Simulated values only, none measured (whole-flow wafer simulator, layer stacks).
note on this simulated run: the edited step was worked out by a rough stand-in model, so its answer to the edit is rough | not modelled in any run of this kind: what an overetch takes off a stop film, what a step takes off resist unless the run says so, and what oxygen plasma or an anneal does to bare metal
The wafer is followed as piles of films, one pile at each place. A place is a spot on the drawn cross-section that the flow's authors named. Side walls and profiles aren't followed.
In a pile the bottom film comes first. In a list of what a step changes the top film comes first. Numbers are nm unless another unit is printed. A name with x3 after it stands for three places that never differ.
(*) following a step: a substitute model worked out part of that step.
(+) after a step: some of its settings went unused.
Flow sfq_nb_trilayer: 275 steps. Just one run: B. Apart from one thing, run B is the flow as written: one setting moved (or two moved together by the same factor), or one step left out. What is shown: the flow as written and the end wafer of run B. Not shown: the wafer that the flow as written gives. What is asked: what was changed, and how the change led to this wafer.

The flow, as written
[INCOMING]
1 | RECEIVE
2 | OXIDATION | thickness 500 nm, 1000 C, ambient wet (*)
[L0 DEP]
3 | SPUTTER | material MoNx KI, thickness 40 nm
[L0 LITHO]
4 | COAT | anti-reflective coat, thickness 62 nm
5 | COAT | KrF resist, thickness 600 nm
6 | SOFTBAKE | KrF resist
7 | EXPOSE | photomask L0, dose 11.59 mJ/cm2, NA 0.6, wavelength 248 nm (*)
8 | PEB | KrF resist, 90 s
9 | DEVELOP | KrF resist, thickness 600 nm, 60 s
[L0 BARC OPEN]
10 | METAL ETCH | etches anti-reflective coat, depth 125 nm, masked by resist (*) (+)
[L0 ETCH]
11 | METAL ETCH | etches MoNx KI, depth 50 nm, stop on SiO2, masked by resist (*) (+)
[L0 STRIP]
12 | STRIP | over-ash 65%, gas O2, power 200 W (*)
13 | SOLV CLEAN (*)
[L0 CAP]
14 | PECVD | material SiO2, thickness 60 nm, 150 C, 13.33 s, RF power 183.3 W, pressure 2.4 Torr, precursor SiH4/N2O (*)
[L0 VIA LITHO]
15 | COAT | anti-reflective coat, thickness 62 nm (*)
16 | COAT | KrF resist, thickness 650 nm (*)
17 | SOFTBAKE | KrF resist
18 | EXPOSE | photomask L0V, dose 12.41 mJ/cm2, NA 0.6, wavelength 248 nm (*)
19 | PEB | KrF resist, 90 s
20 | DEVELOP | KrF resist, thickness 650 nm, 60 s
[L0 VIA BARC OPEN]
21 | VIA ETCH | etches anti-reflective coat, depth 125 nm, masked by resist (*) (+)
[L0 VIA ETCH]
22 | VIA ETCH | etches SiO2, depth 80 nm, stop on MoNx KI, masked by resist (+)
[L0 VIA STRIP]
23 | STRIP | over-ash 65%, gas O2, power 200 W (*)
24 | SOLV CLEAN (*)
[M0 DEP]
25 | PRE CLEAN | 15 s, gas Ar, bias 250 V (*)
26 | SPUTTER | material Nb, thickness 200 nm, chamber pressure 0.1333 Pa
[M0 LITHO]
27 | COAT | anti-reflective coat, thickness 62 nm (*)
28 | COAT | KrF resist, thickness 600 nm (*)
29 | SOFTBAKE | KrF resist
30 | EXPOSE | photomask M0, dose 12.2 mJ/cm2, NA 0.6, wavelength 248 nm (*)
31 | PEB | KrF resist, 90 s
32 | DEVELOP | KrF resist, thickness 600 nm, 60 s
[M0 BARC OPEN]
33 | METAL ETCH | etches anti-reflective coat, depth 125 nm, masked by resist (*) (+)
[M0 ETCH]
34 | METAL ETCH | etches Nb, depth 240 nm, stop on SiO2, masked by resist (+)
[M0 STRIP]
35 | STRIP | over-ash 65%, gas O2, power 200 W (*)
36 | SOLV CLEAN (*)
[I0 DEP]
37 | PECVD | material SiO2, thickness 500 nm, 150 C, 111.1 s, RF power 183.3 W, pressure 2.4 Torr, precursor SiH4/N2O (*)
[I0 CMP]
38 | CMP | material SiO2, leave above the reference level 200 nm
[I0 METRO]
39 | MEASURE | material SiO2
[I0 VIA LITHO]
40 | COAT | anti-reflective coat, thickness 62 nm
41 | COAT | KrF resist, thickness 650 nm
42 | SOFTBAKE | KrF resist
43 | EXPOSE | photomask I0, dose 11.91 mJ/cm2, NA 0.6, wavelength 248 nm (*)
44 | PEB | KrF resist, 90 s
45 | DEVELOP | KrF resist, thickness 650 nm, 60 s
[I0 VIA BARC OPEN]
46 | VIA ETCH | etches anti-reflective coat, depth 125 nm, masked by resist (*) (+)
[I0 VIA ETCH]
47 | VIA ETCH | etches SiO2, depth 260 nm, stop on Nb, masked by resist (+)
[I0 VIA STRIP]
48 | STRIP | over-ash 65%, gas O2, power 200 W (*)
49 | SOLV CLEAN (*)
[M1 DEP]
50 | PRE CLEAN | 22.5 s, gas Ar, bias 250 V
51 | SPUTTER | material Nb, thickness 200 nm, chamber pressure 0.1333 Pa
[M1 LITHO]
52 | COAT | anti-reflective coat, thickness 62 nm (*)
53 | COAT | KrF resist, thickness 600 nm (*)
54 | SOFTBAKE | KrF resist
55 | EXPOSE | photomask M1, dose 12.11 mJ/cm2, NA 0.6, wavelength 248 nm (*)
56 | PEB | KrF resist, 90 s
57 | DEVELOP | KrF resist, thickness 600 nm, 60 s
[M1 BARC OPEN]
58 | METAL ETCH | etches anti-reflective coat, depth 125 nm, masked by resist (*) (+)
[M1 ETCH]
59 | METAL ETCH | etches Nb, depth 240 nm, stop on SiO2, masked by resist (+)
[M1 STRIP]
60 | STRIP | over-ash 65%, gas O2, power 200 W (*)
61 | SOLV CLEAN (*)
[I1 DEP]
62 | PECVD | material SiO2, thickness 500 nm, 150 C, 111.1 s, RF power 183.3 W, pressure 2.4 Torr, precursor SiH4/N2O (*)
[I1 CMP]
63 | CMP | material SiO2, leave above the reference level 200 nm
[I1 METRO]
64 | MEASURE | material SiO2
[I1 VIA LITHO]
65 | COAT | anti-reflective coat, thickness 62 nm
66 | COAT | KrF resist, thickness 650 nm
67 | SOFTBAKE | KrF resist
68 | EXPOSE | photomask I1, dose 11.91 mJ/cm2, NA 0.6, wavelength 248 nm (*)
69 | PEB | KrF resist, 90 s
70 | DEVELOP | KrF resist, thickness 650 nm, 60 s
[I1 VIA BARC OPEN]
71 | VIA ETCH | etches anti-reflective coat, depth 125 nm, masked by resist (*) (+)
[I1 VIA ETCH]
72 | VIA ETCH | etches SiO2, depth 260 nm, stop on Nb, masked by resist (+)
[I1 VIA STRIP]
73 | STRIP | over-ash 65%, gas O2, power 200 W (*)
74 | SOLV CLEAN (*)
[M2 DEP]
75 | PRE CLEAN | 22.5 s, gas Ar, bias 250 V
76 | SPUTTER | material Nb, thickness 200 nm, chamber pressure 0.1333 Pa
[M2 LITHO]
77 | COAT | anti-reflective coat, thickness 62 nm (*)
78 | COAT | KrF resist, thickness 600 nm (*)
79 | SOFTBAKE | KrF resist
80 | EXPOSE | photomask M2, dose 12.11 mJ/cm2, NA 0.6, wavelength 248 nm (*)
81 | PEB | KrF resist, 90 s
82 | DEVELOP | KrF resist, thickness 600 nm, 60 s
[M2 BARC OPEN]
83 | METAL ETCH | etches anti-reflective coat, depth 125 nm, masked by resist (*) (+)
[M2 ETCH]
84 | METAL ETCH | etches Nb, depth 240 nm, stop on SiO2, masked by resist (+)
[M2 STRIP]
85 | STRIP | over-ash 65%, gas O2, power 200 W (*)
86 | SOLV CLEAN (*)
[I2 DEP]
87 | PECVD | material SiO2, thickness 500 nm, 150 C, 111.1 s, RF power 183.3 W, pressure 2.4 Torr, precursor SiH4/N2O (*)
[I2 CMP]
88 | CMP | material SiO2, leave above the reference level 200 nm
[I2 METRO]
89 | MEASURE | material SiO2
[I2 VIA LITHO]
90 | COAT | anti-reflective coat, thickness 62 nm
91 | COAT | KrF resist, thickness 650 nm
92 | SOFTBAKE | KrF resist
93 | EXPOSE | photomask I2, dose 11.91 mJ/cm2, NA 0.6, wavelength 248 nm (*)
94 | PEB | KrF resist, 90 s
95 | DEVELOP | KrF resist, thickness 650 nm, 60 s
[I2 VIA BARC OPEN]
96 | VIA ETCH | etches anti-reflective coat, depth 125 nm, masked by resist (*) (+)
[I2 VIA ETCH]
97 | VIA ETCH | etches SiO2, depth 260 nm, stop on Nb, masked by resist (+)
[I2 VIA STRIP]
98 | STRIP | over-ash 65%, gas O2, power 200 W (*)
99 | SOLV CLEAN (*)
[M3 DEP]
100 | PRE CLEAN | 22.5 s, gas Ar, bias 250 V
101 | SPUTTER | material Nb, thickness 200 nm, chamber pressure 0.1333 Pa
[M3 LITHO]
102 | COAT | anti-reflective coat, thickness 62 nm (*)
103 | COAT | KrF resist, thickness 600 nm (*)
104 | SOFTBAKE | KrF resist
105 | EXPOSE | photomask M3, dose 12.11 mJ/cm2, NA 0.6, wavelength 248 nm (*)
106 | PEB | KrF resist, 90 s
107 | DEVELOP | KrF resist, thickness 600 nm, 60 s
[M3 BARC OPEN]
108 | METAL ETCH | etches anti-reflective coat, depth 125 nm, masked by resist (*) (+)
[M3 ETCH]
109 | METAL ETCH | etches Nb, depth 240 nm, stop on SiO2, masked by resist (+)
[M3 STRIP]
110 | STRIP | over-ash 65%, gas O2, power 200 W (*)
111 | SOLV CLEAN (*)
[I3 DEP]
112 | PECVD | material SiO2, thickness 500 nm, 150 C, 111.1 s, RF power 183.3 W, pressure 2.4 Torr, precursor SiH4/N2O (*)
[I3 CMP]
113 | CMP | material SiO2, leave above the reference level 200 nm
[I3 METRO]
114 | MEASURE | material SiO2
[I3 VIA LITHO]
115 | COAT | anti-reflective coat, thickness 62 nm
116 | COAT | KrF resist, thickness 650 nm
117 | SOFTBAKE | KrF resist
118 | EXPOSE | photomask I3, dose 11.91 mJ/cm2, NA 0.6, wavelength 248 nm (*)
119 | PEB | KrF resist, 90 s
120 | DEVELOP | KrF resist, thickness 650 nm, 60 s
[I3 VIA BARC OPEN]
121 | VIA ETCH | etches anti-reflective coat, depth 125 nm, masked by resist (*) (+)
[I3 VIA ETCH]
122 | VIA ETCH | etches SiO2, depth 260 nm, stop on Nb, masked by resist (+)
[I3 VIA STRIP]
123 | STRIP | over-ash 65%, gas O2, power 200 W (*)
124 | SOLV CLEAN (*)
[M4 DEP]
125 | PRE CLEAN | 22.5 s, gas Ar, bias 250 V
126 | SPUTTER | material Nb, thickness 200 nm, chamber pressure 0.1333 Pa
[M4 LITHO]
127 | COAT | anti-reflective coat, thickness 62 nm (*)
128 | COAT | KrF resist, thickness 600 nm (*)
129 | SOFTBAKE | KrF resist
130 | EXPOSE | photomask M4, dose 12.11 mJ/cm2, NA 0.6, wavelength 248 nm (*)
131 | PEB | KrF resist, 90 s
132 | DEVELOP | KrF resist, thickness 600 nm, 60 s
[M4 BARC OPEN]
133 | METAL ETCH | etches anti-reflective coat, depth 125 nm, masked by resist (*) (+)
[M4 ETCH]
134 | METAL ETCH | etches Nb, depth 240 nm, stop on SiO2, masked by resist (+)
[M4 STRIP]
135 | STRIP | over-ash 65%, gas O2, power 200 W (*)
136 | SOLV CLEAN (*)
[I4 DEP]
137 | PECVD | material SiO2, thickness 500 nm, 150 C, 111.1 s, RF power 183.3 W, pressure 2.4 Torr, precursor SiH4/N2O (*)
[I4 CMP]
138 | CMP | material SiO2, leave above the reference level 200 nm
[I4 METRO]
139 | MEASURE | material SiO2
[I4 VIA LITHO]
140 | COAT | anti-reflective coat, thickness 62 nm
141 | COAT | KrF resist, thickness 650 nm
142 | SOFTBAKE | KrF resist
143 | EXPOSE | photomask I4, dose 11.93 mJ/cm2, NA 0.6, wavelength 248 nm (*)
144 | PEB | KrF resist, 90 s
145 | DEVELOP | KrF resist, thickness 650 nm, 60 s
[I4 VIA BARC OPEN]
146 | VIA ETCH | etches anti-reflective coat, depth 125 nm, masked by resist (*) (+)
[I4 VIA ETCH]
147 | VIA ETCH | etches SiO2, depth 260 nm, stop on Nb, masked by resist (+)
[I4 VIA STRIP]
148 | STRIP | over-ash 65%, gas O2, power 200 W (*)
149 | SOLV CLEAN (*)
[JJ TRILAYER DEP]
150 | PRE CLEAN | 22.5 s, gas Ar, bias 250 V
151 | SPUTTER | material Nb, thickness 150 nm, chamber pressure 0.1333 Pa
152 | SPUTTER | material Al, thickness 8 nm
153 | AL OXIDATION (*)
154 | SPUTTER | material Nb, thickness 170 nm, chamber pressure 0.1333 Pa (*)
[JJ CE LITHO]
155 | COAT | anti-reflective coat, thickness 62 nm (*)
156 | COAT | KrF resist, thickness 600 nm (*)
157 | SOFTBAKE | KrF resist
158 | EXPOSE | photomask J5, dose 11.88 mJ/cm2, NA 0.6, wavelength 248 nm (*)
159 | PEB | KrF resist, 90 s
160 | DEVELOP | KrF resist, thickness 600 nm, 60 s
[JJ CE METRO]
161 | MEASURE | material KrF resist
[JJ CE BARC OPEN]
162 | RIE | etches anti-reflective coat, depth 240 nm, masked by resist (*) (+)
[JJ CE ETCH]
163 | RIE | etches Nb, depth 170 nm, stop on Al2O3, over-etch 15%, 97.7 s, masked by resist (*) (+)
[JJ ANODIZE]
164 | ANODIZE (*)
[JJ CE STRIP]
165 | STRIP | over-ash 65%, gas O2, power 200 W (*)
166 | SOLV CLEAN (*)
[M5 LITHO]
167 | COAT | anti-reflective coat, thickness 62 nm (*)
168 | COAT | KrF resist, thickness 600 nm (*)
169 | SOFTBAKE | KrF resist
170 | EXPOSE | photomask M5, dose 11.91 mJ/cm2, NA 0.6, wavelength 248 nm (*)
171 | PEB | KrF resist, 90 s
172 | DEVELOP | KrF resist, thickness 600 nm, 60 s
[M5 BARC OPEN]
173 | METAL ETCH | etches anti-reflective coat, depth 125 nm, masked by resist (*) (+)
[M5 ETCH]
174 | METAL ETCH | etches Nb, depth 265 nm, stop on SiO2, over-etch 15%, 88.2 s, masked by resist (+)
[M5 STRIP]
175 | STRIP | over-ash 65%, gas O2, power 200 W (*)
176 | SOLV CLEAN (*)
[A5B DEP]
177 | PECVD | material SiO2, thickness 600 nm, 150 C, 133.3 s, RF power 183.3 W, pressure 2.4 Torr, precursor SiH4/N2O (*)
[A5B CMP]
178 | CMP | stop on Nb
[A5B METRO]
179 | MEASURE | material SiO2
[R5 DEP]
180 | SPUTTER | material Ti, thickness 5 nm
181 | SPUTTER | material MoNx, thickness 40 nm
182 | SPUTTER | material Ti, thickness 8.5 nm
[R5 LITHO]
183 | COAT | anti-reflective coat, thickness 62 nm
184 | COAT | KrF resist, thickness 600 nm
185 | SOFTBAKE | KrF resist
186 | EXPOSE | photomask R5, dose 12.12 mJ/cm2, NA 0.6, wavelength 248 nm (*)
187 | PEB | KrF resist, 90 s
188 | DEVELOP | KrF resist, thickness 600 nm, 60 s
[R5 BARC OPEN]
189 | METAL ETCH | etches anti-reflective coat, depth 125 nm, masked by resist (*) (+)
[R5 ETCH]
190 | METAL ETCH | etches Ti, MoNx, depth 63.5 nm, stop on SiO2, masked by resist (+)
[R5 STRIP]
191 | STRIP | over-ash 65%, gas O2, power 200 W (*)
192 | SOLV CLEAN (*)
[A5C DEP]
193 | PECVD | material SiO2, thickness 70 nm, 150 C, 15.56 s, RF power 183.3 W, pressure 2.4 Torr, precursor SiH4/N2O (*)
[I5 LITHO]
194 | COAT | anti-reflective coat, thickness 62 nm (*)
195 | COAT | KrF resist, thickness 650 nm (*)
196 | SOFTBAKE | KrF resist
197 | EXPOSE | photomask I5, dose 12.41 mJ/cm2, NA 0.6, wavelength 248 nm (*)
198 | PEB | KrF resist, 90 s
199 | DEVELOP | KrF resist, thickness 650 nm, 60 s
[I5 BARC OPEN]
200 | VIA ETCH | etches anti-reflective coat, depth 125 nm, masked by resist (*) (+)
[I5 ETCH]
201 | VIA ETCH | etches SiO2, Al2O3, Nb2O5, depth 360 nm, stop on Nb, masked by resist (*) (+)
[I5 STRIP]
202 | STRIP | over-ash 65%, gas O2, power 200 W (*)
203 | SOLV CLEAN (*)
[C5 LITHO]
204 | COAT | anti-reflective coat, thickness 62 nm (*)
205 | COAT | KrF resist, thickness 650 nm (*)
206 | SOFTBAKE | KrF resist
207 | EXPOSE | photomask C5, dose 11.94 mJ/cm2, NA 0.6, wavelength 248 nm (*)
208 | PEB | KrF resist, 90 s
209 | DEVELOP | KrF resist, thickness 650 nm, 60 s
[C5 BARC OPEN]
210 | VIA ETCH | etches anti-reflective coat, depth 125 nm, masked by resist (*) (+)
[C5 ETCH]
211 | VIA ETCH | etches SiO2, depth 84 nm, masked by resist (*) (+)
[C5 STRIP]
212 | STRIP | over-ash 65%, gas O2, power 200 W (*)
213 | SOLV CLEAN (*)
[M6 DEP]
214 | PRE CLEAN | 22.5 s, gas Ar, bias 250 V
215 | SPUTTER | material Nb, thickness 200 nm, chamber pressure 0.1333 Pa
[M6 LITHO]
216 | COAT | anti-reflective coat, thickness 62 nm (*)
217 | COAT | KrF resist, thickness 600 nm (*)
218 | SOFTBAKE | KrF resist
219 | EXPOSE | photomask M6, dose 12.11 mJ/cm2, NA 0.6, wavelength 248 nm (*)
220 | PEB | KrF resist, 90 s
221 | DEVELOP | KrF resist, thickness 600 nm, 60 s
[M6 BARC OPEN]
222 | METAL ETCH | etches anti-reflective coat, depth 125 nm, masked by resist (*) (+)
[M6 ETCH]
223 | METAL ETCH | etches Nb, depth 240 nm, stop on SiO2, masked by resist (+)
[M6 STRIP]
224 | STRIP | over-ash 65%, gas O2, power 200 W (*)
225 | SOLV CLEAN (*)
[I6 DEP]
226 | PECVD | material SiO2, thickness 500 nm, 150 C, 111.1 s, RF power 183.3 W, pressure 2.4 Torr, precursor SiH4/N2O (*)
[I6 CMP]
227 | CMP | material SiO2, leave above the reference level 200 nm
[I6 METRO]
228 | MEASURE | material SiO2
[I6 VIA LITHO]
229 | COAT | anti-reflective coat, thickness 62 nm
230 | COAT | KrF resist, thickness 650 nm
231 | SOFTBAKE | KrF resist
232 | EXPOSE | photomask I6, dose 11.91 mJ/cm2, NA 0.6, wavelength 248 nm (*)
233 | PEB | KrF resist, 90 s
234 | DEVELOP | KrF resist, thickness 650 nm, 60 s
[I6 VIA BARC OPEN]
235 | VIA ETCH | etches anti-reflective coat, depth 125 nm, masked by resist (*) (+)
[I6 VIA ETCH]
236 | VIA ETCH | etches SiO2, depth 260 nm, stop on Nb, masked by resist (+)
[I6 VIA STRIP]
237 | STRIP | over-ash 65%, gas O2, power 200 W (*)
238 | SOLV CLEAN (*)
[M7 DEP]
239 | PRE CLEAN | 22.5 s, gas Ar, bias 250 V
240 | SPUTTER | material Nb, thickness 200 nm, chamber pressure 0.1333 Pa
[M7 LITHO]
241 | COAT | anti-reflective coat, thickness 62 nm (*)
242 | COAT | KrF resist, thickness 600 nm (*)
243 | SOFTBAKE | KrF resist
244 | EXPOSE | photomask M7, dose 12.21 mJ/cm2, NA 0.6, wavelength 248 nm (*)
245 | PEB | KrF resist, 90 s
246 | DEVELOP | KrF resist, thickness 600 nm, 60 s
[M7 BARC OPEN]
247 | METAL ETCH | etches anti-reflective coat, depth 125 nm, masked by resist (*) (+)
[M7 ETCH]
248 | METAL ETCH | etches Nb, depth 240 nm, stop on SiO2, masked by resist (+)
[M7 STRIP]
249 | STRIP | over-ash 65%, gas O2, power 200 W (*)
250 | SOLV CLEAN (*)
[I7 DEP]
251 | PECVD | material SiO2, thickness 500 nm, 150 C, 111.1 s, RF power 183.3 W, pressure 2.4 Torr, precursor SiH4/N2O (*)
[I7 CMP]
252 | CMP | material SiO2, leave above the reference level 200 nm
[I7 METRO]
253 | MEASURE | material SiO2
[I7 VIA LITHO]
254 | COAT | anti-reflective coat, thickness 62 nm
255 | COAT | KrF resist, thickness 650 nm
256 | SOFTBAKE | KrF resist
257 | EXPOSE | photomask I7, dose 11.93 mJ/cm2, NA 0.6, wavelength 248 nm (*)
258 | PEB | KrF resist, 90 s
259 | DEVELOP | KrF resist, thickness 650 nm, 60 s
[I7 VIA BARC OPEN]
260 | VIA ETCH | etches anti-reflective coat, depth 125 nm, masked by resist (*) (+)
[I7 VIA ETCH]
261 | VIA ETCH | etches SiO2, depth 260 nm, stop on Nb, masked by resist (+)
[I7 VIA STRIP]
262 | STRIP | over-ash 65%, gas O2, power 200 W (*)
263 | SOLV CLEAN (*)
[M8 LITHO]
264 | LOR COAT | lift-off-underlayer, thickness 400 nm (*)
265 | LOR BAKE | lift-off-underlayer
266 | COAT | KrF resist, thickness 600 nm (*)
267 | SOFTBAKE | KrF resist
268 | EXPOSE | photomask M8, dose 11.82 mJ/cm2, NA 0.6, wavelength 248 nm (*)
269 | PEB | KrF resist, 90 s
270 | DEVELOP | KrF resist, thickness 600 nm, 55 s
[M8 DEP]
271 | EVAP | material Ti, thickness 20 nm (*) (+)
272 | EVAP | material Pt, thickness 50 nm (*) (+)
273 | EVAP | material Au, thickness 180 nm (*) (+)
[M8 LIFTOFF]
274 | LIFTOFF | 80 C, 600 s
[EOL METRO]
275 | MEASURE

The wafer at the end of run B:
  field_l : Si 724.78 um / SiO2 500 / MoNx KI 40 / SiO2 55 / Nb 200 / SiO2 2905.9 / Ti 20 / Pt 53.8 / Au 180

Cause: step 272, EVAP: thickness 53.8 nm was run, while the flow as written has thickness 50 nm.
The wafer lets one read it off: field_l has Pt 53.8, and step 272 as written asks for 50 nm.

Step by step, how the change led to this:
  272 | EVAP | material Pt, thickness 50 nm (*) (+)
      field_l, v_sur, via_wl and 103 more: +53.8 Pt (new film) (as written it would have been: +50 Pt (new film))
  274 | LIFTOFF | 80 C, 600 s
      p4_fl, p4_fm, p4_w1 and 71 more: -180 Au (all of it), -53.8 Pt (all of it), -20 Ti (all of it), -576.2 KrF resist (all of it), -400 lift-off-underlayer (all of it) (as written it would have been: -180 Au (all of it), -50 Pt (all of it), -20 Ti (all of it), -576.2 KrF resist (all of it), -400 lift-off-underlayer (all of it))
      c5j, ce_r: -180 Au (all of it), -53.8 Pt (all of it), -20 Ti (all of it), -573.3 KrF resist (all of it), -399.3 lift-off-underlayer (all of it) (as written it would have been: -180 Au (all of it), -50 Pt (all of it), -20 Ti (all of it), -573.3 KrF resist (all of it), -399.3 lift-off-underlayer (all of it))
      (as well as at 19 more places)
